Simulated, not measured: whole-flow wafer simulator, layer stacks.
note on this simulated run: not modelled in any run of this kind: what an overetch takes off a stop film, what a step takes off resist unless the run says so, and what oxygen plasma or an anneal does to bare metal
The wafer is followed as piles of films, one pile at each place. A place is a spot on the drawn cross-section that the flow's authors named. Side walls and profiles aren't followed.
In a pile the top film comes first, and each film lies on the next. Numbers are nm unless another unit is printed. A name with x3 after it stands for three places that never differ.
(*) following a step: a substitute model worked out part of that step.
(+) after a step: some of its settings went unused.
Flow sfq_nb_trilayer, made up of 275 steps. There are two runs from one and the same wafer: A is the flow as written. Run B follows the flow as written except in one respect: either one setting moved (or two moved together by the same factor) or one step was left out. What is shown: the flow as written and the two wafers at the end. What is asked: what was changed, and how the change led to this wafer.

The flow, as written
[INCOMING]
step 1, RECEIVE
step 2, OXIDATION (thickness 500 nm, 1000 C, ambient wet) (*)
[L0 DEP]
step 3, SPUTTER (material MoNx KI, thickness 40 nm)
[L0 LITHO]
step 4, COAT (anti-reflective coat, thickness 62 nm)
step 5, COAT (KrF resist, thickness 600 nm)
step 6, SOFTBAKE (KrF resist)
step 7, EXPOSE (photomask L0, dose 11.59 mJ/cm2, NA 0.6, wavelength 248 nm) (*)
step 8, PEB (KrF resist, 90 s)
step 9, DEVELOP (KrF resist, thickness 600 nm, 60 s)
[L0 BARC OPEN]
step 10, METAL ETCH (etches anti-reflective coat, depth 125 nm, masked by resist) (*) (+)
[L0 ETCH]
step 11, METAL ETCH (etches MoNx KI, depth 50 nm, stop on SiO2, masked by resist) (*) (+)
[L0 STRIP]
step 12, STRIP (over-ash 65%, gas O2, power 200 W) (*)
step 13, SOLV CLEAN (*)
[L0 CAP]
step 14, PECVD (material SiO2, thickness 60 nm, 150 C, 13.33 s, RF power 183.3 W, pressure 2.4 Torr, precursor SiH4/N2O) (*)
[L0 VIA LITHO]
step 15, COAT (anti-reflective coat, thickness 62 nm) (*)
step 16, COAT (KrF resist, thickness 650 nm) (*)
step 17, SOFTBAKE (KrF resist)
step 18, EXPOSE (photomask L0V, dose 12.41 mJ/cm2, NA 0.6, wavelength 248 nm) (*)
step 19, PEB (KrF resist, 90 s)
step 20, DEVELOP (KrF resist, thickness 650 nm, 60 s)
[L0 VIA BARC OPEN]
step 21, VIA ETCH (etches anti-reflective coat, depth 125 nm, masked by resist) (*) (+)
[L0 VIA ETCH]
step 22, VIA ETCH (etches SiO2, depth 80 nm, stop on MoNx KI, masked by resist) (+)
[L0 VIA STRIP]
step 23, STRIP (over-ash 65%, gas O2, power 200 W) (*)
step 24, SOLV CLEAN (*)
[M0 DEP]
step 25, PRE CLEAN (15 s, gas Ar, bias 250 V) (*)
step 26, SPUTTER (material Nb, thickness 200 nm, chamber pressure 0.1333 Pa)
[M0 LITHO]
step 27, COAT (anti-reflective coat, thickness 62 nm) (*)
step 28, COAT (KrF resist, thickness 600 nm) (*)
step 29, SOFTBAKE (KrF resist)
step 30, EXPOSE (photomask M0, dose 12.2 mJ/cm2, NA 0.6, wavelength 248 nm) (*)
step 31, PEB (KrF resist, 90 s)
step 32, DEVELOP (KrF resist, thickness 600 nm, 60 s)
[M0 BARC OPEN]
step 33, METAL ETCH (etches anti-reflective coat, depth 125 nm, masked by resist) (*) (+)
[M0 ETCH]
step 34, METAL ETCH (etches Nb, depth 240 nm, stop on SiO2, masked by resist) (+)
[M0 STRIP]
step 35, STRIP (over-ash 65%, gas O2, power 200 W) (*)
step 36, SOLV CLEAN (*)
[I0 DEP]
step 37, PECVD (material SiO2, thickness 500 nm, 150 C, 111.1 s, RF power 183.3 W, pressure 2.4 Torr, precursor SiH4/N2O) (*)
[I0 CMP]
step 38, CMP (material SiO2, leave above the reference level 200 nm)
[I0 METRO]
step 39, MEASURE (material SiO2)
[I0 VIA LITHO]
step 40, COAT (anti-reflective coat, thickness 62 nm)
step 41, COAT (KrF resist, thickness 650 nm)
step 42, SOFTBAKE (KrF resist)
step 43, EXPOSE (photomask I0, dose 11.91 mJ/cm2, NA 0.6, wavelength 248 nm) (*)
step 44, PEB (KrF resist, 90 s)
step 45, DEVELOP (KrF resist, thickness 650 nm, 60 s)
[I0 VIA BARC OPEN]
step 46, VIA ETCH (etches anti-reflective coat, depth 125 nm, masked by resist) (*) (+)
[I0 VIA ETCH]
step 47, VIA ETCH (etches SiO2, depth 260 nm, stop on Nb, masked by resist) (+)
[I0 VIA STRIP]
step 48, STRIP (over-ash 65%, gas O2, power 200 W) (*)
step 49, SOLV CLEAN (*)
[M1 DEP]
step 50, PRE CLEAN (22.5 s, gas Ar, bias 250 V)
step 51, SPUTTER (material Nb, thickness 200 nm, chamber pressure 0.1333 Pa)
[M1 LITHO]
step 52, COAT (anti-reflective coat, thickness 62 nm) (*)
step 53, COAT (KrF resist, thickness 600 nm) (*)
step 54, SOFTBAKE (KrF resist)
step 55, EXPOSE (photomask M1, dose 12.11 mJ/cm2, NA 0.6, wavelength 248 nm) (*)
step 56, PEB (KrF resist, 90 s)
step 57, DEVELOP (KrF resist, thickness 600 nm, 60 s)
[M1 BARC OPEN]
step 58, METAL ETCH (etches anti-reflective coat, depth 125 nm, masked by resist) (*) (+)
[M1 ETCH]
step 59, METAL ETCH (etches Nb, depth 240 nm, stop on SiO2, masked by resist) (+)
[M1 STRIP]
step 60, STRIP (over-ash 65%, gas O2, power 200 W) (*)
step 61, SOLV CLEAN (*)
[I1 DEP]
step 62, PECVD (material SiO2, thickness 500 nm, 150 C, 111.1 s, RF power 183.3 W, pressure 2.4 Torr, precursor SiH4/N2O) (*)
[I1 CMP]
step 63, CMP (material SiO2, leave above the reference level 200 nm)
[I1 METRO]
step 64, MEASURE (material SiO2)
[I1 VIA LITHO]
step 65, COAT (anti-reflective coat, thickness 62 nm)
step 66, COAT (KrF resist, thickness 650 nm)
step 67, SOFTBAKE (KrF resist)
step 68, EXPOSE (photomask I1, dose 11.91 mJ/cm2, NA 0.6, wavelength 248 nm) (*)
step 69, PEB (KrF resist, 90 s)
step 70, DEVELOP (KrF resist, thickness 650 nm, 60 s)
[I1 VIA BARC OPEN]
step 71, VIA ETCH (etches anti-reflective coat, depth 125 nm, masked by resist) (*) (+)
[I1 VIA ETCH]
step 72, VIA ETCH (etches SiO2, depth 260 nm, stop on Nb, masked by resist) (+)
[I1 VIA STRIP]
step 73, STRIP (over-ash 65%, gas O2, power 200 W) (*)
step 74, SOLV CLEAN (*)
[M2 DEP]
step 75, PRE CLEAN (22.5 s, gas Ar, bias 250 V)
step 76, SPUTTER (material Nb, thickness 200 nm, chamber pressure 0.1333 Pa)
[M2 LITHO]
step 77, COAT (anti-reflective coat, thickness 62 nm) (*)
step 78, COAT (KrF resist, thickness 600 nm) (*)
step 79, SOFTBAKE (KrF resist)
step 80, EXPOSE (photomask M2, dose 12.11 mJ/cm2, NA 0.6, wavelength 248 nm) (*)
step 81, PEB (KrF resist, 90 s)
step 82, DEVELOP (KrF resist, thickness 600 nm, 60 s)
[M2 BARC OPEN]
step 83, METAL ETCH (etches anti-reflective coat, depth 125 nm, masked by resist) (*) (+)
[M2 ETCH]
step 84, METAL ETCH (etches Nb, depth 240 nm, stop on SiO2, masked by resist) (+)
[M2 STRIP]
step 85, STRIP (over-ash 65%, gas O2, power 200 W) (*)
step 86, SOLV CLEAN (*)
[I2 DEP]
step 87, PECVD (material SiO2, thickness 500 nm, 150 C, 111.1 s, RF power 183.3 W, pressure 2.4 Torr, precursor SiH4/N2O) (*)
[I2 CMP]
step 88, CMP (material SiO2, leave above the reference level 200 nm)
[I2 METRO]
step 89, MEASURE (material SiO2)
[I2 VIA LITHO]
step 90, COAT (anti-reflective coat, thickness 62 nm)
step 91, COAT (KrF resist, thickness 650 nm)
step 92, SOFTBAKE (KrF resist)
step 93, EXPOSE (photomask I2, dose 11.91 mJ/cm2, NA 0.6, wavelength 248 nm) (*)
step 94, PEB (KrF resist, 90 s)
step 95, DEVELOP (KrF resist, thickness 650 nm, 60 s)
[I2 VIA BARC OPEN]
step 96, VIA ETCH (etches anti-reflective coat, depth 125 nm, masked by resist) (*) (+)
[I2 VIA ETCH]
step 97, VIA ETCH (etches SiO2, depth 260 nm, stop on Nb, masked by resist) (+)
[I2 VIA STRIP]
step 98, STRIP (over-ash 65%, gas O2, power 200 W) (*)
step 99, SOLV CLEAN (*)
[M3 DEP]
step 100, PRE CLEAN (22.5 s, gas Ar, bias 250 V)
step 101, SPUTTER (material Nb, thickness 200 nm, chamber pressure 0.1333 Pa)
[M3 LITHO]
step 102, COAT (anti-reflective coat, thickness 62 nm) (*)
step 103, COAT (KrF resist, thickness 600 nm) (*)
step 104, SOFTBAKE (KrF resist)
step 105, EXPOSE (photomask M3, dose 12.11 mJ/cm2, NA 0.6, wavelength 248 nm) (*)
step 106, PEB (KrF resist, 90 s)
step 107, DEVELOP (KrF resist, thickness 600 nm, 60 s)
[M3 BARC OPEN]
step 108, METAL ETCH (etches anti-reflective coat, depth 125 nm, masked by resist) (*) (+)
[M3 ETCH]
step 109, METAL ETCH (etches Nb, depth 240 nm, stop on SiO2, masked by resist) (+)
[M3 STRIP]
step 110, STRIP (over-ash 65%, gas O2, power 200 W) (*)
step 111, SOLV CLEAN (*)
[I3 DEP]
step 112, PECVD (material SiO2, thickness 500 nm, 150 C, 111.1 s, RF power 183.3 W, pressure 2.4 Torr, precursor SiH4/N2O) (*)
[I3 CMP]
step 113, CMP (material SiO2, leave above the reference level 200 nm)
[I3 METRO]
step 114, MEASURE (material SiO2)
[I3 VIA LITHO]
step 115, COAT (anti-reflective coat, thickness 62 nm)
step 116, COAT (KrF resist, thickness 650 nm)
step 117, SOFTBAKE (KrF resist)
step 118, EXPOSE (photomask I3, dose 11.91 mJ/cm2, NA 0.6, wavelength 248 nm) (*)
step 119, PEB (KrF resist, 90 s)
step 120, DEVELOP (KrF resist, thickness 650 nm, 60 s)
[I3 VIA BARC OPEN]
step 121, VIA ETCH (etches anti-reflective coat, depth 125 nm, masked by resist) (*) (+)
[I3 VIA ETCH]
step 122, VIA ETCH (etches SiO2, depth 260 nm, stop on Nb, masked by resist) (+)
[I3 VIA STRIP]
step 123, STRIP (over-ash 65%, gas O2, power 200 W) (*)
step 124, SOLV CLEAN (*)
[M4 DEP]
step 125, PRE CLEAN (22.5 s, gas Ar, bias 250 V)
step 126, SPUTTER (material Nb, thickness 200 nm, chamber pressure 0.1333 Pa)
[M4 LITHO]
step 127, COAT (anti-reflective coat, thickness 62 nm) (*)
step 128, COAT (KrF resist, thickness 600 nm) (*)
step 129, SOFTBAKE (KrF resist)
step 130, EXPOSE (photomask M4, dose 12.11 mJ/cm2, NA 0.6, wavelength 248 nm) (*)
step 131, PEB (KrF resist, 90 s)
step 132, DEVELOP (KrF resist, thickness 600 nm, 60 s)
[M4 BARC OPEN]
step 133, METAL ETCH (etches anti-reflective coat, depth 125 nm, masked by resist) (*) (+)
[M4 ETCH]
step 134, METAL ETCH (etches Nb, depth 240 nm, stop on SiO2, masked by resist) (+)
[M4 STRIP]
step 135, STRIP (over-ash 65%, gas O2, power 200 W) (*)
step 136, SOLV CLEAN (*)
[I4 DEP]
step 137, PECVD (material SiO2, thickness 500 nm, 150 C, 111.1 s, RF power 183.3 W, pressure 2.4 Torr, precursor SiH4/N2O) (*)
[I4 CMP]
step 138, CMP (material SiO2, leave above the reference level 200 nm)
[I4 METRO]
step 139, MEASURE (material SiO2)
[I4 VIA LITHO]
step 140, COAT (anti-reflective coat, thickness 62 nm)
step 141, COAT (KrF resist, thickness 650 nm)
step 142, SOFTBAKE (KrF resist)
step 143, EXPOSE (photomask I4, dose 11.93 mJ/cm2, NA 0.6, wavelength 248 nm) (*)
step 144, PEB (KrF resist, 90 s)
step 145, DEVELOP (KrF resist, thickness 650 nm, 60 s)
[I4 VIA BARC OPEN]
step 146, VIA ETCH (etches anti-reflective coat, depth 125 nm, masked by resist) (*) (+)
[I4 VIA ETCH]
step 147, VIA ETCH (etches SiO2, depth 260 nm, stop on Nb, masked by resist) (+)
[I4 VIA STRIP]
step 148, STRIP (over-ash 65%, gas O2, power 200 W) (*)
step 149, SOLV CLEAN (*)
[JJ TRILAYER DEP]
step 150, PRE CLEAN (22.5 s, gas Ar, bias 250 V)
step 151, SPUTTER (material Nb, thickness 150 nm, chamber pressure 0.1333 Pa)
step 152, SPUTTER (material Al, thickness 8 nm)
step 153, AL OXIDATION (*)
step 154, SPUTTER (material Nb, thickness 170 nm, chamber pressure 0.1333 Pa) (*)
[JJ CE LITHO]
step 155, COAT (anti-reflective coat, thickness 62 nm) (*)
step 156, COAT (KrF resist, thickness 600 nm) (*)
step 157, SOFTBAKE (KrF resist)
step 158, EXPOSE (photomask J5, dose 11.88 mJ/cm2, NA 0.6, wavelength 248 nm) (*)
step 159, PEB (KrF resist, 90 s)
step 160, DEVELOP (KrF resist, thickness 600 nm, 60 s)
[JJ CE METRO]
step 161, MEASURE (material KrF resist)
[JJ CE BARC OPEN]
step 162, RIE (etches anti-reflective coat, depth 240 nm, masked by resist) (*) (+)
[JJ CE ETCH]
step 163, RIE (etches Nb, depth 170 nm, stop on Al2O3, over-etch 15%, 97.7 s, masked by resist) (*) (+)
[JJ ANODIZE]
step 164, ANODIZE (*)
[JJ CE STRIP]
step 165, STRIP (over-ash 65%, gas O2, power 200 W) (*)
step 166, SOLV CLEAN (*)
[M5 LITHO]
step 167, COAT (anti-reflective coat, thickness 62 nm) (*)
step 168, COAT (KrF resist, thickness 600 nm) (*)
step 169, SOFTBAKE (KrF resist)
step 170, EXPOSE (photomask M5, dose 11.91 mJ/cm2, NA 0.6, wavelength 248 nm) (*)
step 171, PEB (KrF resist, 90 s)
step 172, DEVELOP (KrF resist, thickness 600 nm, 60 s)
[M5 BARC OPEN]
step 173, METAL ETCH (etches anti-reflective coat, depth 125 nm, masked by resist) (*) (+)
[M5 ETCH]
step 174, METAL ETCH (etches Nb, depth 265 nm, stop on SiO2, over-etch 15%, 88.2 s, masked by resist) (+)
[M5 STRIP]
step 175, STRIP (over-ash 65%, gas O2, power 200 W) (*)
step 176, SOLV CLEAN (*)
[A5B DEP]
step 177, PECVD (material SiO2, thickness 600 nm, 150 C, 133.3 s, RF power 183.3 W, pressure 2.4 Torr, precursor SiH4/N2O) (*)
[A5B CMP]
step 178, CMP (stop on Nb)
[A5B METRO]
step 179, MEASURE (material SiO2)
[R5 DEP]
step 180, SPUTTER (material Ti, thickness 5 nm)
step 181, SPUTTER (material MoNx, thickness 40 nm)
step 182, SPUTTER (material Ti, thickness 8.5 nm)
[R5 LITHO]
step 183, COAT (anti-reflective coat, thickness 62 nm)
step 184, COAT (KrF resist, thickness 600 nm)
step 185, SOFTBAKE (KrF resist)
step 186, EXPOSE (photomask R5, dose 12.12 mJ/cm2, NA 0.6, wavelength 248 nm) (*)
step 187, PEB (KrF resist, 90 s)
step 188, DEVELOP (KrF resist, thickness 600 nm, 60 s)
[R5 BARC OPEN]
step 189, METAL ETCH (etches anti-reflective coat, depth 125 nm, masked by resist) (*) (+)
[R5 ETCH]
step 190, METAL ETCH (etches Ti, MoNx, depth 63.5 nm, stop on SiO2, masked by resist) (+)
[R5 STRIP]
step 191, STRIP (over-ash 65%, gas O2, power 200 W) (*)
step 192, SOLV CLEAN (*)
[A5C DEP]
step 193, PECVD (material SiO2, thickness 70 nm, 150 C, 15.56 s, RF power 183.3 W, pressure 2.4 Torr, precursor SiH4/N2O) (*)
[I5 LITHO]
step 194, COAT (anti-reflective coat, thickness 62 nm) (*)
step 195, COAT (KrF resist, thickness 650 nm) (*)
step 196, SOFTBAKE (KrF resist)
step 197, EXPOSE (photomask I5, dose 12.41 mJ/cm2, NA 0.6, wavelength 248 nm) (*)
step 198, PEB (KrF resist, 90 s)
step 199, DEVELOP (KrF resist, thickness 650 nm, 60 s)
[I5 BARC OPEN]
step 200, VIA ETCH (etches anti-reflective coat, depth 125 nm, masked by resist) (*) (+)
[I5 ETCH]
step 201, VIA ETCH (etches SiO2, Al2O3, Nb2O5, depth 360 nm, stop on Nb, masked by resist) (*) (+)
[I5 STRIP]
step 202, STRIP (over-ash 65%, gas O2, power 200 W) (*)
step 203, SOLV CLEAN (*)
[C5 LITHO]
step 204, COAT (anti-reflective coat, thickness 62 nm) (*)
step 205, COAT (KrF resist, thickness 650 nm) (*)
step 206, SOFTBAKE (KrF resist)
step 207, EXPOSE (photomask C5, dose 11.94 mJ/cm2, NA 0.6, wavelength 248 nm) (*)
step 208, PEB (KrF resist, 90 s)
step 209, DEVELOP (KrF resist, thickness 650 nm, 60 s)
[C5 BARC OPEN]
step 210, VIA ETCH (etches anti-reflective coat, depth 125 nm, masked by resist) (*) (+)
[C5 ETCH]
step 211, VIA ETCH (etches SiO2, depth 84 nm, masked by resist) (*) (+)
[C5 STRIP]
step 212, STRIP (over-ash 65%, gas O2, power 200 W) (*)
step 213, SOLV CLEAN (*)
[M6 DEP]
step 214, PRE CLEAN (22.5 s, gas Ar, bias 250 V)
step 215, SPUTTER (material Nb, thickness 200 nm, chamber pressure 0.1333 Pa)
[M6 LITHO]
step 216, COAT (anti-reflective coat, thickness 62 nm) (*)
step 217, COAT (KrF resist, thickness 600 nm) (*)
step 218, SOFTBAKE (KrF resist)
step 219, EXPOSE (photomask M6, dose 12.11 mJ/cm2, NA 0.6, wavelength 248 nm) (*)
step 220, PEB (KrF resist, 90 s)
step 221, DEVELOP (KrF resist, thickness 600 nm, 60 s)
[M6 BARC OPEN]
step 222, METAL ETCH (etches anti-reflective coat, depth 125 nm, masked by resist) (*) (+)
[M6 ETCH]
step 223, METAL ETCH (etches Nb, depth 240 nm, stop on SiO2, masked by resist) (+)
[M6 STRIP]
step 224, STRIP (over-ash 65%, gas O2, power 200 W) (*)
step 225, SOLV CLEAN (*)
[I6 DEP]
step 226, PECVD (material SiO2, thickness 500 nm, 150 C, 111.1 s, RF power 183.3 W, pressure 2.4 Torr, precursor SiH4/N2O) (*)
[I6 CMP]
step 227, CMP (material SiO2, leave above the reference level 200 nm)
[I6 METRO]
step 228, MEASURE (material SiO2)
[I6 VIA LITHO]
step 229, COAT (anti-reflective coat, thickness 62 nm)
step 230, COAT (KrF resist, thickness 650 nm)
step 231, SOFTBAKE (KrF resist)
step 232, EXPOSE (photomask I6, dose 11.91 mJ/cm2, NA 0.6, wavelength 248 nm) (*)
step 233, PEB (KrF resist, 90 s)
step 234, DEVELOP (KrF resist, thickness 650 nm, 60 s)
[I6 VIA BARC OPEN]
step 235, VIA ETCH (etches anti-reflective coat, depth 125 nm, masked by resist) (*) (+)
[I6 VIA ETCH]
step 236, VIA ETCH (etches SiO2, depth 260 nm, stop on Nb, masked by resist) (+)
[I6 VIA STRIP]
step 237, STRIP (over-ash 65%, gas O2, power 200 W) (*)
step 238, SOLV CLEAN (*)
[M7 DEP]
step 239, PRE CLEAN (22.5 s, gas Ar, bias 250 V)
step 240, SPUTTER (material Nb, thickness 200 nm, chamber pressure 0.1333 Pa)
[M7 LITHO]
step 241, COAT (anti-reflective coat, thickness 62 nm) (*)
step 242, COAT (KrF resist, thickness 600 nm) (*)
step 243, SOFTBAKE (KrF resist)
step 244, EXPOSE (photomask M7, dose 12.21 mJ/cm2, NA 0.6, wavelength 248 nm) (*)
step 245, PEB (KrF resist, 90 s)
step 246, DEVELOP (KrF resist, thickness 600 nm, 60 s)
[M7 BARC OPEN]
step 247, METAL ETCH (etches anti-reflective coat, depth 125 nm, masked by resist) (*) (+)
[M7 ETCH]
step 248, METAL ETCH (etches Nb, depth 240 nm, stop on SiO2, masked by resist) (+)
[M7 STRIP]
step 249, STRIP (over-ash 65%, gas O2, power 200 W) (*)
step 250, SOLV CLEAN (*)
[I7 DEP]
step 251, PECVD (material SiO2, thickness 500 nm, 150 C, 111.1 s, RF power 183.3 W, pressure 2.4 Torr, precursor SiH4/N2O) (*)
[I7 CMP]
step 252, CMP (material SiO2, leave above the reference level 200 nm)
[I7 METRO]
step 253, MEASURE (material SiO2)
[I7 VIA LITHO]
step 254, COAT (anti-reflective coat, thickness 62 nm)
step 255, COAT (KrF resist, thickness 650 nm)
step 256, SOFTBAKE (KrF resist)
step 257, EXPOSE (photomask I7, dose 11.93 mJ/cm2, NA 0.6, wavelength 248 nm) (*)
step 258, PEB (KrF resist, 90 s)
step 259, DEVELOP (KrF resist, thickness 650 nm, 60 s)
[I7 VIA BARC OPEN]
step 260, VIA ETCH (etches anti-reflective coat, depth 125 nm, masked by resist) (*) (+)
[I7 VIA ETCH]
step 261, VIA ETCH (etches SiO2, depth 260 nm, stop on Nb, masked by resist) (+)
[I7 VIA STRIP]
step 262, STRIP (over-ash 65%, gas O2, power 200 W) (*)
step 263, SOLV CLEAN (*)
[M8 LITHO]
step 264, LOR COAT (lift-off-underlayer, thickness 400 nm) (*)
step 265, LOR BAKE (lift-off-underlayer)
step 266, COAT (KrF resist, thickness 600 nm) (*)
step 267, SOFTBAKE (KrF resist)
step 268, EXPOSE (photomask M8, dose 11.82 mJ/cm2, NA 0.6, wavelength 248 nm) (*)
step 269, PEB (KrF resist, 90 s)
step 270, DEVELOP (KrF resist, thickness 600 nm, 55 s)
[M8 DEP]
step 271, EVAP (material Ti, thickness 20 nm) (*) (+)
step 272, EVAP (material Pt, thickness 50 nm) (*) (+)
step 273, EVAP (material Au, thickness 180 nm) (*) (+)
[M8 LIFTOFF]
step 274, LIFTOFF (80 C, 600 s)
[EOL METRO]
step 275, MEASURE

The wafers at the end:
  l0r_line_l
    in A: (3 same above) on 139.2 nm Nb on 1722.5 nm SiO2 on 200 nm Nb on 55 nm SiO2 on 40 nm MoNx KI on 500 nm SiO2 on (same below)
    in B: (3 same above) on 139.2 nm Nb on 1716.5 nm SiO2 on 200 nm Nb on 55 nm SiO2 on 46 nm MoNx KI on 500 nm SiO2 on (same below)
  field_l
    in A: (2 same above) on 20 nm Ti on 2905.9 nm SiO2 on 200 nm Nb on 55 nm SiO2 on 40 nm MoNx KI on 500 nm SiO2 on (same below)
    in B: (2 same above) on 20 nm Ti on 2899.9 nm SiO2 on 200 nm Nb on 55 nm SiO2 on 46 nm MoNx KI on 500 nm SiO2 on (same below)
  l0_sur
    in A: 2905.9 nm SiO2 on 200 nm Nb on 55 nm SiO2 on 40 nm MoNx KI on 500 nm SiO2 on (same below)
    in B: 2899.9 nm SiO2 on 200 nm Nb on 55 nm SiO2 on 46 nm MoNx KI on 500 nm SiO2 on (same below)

Cause: step 3, SPUTTER: thickness 46 nm was run, while the flow as written has thickness 40 nm.
The wafer itself shows it: l0r_line_l has MoNx KI 46, and step 3 as written asks for 40 nm.

Step by step, how the change led to this:
  step 3, SPUTTER (material MoNx KI, thickness 40 nm)
      field_l, v_sur, via_wl and 103 more: A MoNx KI gains 40 (new film) | B MoNx KI gains 46 (new film)
  step 11, METAL ETCH (etches MoNx KI, depth 50 nm, stop on SiO2, masked by resist) (*) (+)
      v_sur, via_wl, via_w and 97 more: A MoNx KI loses 40 (all of it) | B MoNx KI loses 46 (all of it)
  step 15, COAT (anti-reflective coat, thickness 62 nm) (*)
      l0r_space_c: A anti-reflective coat gains 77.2 (new film) | B anti-reflective coat gains 79.4 (new film)
  step 23, STRIP (over-ash 65%, gas O2, power 200 W) (*)
      l0r_space_c: A KrF resist loses 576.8 (all of it), anti-reflective coat loses 77.2 (all of it) | B KrF resist loses 579.5 (all of it), anti-reflective coat loses 79.4 (all of it)
  step 27, COAT (anti-reflective coat, thickness 62 nm) (*)
      v_sur: A anti-reflective coat gains 72.3 (new film) | B anti-reflective coat gains 74.1 (new film)
      l0r_space_c: A anti-reflective coat gains 78 (new film) | B anti-reflective coat gains 80.4 (new film)
  step 35, STRIP (over-ash 65%, gas O2, power 200 W) (*)
      v_sur: A KrF resist loses 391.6 (all of it), anti-reflective coat loses 72.3 (all of it) | B KrF resist loses 392.9 (all of it), anti-reflective coat loses 74.1 (all of it)
      l0r_space_c: A KrF resist loses 397.6 (all of it), anti-reflective coat loses 78 (all of it) | B KrF resist loses 399.9 (all of it), anti-reflective coat loses 80.4 (all of it)
  step 38, CMP (material SiO2, leave above the reference level 200 nm)
      l0v: A SiO2 loses 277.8 | B SiO2 loses 283.8
